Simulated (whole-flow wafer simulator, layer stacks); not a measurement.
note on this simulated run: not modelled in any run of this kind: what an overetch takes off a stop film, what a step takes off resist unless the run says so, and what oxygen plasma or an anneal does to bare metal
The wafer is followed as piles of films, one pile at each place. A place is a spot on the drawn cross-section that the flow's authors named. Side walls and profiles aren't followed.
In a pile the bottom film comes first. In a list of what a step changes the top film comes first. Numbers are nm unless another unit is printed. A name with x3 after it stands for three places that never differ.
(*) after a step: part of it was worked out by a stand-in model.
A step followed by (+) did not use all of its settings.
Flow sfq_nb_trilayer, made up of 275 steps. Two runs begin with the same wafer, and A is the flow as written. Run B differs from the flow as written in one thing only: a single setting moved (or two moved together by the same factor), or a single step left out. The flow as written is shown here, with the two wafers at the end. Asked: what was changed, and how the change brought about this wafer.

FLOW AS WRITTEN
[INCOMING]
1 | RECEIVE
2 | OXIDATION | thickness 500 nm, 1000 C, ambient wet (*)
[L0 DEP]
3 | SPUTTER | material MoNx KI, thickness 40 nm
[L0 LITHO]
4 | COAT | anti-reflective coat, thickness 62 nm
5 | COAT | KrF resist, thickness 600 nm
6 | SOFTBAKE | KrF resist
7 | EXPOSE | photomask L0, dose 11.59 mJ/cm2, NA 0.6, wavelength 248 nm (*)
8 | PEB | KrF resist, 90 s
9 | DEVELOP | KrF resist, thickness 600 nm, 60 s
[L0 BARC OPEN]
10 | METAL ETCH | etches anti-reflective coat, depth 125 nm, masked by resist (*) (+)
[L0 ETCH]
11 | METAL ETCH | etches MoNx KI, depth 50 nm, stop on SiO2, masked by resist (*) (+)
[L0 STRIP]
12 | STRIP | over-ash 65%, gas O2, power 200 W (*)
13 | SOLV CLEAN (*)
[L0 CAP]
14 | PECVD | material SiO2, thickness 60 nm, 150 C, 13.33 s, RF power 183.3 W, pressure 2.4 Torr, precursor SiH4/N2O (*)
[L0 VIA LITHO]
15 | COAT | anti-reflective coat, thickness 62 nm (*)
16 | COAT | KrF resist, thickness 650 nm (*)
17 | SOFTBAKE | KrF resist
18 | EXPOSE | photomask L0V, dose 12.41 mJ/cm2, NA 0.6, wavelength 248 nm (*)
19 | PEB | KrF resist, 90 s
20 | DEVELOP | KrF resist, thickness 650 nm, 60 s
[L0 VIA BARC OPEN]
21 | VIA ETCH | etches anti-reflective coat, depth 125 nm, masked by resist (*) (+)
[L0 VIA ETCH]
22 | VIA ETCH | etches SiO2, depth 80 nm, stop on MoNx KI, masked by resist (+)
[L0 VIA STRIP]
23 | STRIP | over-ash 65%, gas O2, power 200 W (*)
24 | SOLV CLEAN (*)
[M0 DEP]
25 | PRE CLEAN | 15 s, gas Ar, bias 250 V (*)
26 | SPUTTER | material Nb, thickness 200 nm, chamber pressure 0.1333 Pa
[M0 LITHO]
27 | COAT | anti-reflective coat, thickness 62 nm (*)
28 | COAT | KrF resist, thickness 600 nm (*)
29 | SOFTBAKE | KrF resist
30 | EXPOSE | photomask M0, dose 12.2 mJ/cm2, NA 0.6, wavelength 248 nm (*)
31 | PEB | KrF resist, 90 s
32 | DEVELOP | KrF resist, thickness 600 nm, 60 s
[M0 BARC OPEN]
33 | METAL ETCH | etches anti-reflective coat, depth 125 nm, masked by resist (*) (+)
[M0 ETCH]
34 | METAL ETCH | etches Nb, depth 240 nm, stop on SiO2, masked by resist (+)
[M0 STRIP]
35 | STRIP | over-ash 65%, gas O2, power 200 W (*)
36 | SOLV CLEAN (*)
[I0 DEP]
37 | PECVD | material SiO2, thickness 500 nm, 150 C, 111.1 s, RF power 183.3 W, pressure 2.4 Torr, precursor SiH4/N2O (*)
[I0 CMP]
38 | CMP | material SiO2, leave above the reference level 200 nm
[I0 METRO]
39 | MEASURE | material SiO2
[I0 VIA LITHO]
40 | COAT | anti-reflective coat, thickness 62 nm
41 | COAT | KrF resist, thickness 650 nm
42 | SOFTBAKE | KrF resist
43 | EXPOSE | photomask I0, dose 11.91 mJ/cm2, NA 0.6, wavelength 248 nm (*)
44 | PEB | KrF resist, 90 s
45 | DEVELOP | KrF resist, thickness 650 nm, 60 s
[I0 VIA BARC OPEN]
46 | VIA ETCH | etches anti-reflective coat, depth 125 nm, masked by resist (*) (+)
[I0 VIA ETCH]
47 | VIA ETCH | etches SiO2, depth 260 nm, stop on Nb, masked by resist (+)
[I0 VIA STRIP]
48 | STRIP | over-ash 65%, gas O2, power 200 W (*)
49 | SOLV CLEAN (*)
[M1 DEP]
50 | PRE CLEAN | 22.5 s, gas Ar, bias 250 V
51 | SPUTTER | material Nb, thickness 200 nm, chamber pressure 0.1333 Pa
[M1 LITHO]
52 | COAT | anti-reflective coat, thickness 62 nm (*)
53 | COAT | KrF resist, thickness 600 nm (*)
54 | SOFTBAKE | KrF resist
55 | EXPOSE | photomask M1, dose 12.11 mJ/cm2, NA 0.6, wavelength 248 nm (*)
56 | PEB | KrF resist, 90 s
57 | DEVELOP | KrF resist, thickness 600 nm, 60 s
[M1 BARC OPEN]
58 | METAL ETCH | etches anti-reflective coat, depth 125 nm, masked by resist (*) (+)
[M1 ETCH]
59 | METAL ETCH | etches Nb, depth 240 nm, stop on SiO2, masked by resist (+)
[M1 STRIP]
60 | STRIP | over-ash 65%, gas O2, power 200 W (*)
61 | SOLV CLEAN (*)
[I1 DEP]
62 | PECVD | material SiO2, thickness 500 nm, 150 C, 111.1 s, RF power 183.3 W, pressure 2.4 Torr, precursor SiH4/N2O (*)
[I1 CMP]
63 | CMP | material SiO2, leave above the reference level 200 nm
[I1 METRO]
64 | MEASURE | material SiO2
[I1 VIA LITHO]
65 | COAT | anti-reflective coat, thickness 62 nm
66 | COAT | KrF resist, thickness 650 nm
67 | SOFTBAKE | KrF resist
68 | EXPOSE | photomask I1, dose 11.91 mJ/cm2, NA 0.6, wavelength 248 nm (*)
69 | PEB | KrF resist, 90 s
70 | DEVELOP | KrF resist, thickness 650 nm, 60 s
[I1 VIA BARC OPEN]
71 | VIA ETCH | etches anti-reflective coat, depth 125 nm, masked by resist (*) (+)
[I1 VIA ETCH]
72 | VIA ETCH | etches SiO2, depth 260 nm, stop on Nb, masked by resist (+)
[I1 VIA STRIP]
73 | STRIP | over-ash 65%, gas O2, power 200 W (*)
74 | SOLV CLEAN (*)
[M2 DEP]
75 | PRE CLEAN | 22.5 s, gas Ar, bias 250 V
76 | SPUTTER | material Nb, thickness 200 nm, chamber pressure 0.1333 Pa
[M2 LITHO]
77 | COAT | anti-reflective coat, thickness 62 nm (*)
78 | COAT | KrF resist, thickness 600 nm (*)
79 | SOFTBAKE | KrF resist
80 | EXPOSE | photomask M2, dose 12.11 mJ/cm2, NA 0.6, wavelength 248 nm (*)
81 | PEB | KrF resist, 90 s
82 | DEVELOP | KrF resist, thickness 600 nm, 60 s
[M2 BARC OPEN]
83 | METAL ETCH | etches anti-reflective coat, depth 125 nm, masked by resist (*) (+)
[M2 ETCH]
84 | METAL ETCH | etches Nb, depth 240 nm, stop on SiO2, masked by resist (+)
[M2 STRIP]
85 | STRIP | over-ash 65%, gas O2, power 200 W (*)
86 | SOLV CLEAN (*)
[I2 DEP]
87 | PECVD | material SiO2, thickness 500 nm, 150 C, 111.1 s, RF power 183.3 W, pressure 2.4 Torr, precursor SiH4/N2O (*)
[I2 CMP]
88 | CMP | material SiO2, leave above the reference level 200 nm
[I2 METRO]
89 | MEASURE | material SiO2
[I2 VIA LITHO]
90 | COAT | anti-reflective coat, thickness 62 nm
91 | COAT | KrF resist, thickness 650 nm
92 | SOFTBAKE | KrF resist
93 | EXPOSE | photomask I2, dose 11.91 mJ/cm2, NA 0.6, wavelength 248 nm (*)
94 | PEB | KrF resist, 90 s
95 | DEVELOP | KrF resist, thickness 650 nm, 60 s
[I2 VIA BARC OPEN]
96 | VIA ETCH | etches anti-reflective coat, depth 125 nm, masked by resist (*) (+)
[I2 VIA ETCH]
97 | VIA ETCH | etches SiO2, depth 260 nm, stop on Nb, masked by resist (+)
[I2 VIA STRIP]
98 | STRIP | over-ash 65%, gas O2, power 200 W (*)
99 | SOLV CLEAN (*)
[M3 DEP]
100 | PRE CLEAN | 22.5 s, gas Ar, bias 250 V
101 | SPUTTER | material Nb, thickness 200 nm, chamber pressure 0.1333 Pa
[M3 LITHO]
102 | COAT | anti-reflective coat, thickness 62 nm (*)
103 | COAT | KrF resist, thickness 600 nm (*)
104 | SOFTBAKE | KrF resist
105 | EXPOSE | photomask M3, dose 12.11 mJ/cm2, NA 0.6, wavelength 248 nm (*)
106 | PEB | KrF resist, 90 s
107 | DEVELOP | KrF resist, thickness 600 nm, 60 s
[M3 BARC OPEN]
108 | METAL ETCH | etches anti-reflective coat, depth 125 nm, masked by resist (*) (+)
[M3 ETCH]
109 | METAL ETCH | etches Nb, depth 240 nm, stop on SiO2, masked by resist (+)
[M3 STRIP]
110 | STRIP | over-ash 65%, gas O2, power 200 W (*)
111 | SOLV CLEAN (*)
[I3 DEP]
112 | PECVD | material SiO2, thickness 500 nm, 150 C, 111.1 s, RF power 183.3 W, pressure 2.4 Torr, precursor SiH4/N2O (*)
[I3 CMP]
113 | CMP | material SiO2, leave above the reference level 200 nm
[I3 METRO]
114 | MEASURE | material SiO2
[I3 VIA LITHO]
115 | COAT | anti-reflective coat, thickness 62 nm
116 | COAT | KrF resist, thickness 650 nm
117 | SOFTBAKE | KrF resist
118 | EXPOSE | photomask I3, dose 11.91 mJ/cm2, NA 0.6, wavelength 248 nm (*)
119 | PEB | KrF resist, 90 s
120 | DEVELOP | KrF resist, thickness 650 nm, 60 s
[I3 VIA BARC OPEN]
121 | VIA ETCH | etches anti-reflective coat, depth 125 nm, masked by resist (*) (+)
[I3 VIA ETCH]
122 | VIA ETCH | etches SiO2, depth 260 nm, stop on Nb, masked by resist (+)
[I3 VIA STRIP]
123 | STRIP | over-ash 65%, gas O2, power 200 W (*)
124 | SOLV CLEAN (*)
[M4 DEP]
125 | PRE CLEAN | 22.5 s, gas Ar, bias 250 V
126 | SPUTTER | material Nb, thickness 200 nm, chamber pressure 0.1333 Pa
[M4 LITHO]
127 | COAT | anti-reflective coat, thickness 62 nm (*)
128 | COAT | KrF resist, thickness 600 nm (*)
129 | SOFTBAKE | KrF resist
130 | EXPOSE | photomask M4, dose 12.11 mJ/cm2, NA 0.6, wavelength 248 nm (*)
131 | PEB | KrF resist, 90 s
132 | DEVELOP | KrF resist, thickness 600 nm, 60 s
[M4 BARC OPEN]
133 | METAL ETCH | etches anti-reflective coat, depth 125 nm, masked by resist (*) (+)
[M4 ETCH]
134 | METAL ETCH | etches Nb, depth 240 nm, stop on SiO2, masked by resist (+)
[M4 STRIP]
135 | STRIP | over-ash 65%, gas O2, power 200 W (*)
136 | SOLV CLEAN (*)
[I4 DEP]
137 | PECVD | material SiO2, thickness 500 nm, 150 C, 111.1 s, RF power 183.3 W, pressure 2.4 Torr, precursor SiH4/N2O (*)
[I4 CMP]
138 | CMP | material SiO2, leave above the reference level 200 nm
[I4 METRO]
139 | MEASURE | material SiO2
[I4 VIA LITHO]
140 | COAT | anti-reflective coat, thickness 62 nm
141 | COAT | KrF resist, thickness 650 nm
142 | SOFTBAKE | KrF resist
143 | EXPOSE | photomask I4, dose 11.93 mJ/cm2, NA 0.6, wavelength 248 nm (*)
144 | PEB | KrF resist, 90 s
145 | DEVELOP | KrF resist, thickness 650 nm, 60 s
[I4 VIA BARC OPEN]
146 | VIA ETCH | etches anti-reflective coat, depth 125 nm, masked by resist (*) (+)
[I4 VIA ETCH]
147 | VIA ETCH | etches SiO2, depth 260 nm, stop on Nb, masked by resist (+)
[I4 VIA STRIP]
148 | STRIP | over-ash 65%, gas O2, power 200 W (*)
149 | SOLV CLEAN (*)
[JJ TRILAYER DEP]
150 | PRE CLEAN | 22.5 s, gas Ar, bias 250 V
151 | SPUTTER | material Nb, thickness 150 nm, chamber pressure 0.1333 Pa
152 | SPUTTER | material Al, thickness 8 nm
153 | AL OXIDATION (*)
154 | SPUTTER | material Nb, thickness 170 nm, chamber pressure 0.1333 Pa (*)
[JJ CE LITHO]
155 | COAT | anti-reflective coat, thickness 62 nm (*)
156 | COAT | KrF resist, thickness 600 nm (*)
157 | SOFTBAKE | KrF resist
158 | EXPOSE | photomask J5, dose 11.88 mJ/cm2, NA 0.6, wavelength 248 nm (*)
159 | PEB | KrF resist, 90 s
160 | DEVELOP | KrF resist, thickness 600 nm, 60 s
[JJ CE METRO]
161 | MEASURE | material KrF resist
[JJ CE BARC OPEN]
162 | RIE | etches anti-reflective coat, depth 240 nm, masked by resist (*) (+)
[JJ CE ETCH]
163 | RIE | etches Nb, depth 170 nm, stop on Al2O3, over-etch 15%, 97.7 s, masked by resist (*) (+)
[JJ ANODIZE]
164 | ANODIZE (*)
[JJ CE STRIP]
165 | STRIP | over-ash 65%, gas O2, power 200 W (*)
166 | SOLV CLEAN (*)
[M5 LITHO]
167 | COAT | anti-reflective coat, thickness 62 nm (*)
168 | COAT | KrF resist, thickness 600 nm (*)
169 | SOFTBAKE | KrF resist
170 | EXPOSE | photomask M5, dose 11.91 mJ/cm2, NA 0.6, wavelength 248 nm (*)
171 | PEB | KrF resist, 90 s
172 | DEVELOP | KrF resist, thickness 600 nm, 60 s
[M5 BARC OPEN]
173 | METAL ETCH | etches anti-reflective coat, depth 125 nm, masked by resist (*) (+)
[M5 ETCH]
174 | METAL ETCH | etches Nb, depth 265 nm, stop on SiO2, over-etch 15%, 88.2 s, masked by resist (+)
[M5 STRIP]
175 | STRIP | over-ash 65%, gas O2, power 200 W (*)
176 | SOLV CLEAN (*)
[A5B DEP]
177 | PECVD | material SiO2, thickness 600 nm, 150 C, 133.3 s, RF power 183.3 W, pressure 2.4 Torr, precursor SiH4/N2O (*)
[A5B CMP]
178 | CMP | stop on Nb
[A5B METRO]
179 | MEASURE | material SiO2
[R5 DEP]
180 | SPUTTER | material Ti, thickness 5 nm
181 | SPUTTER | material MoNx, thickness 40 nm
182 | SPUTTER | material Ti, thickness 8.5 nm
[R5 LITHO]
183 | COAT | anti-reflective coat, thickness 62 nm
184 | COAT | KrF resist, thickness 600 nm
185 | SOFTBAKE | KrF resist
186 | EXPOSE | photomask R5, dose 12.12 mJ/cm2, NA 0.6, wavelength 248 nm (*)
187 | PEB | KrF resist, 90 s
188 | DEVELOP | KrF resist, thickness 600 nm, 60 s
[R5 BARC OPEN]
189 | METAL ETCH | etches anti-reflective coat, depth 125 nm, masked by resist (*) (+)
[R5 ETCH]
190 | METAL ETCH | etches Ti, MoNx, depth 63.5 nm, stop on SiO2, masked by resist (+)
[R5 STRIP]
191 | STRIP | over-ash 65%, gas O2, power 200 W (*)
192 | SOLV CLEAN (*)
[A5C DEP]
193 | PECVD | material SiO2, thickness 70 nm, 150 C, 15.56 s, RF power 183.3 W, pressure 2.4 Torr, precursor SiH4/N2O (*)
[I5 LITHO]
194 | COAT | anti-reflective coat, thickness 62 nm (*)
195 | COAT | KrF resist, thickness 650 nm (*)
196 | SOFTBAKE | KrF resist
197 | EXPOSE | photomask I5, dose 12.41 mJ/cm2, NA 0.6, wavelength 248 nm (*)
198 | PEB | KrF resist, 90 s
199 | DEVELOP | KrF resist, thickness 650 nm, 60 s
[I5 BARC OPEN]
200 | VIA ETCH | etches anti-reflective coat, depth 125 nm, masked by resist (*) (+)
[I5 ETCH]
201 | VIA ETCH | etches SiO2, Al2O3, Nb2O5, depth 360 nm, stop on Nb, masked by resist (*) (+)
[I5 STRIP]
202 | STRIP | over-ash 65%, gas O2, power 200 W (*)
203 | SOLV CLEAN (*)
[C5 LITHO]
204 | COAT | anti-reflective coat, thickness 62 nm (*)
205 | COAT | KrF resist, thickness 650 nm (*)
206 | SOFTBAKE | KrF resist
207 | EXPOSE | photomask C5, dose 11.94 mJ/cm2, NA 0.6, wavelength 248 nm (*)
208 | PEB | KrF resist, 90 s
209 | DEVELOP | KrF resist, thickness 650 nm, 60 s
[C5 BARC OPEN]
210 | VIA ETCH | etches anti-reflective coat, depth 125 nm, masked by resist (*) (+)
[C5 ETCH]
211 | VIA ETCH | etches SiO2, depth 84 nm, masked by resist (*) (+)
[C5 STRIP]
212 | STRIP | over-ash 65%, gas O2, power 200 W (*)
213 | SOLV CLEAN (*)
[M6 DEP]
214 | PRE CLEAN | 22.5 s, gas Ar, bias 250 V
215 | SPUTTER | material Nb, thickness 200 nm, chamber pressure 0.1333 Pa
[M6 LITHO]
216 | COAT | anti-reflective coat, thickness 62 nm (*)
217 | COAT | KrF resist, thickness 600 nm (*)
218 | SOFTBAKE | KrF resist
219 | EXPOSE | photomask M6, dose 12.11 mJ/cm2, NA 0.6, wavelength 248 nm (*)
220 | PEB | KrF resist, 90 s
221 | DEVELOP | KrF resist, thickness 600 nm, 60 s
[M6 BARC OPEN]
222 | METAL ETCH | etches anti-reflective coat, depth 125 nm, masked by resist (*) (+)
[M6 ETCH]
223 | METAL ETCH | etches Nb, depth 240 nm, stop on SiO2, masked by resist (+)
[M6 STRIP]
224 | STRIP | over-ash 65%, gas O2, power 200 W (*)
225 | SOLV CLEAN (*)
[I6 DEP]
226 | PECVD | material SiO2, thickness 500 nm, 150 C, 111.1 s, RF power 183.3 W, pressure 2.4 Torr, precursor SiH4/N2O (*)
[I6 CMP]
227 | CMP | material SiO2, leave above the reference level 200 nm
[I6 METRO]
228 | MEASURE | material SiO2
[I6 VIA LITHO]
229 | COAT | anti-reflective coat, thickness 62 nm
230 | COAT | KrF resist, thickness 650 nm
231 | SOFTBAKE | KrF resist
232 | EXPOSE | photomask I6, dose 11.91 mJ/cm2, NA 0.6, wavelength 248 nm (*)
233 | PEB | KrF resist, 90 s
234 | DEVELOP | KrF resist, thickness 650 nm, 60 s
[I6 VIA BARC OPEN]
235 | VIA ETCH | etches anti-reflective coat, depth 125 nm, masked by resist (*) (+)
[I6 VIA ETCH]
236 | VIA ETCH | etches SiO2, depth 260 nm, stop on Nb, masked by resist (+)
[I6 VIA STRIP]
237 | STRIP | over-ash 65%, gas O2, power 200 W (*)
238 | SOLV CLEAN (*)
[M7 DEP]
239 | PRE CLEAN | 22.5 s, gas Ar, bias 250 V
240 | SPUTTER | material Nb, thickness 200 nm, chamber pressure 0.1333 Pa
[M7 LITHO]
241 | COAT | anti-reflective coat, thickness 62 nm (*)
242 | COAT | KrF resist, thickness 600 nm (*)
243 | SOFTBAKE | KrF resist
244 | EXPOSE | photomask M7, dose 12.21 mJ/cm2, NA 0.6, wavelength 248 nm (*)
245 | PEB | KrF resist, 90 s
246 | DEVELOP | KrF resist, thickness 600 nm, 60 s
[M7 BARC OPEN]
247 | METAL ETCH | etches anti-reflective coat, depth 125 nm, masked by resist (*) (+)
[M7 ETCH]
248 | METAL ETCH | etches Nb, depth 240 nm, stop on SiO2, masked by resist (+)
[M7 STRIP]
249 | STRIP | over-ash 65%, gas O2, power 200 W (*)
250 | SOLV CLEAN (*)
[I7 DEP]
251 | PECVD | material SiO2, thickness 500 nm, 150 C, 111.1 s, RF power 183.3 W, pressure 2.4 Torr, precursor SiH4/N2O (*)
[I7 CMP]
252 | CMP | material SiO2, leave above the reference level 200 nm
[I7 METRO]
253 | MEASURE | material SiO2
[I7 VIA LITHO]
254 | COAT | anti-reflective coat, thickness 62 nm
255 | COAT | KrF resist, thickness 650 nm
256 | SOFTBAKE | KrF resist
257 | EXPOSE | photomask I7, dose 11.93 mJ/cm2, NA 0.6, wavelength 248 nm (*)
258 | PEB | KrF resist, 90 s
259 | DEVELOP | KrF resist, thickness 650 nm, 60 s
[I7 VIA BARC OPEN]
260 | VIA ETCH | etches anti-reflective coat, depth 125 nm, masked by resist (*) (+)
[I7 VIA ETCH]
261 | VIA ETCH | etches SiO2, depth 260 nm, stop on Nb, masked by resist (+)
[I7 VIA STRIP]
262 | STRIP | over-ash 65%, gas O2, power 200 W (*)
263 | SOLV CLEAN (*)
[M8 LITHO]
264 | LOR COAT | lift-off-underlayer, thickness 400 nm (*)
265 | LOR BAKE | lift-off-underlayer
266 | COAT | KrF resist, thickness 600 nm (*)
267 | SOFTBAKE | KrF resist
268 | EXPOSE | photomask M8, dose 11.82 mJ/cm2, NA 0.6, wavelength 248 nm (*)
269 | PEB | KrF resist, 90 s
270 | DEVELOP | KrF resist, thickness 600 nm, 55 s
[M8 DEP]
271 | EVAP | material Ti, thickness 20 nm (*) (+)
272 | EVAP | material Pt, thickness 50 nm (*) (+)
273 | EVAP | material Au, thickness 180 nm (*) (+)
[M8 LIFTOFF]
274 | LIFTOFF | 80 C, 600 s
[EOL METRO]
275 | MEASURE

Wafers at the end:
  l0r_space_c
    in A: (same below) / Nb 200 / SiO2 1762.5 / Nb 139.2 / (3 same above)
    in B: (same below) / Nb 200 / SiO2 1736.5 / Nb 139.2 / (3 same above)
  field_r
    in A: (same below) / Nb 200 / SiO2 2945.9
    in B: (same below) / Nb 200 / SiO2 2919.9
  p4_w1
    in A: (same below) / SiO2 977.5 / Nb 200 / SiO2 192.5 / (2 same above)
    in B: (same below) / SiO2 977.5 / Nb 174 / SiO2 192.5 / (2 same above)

The reason: step 101, SPUTTER: thickness 174 nm was run, whereas the flow has thickness 200 nm.
One can read it off the wafer: p4_w1 has Nb 174, and step 101 as written asks for 200 nm.

How this came from the change, step by step:
  101 | SPUTTER | material Nb, thickness 200 nm, chamber pressure 0.1333 Pa
      field_l, v_sur, via_wl and 102 more: A Nb gains 200 (new film) | B Nb gains 174 (new film)
      via_w: A Nb gains 165.5 | B Nb gains 143.8
  109 | METAL ETCH | etches Nb, depth 240 nm, stop on SiO2, masked by resist (+)
      field_l, be, be_sur and 72 more: A Nb loses 200 (all of it) | B Nb loses 174 (all of it)
  112 | PECVD | material SiO2, thickness 500 nm, 150 C, 111.1 s, RF power 183.3 W, pressure 2.4 Torr, precursor SiH4/N2O (*)
      p4_g1, p4_g2, p3_s0, p3_s1, p3_s2, p3_s3, p3_s4, p3_s5: A SiO2 gains 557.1 | B SiO2 gains 531.1
  113 | CMP | material SiO2, leave above the reference level 200 nm
      field_l, be, be_sur and 64 more: A SiO2 loses 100 | B SiO2 loses 126
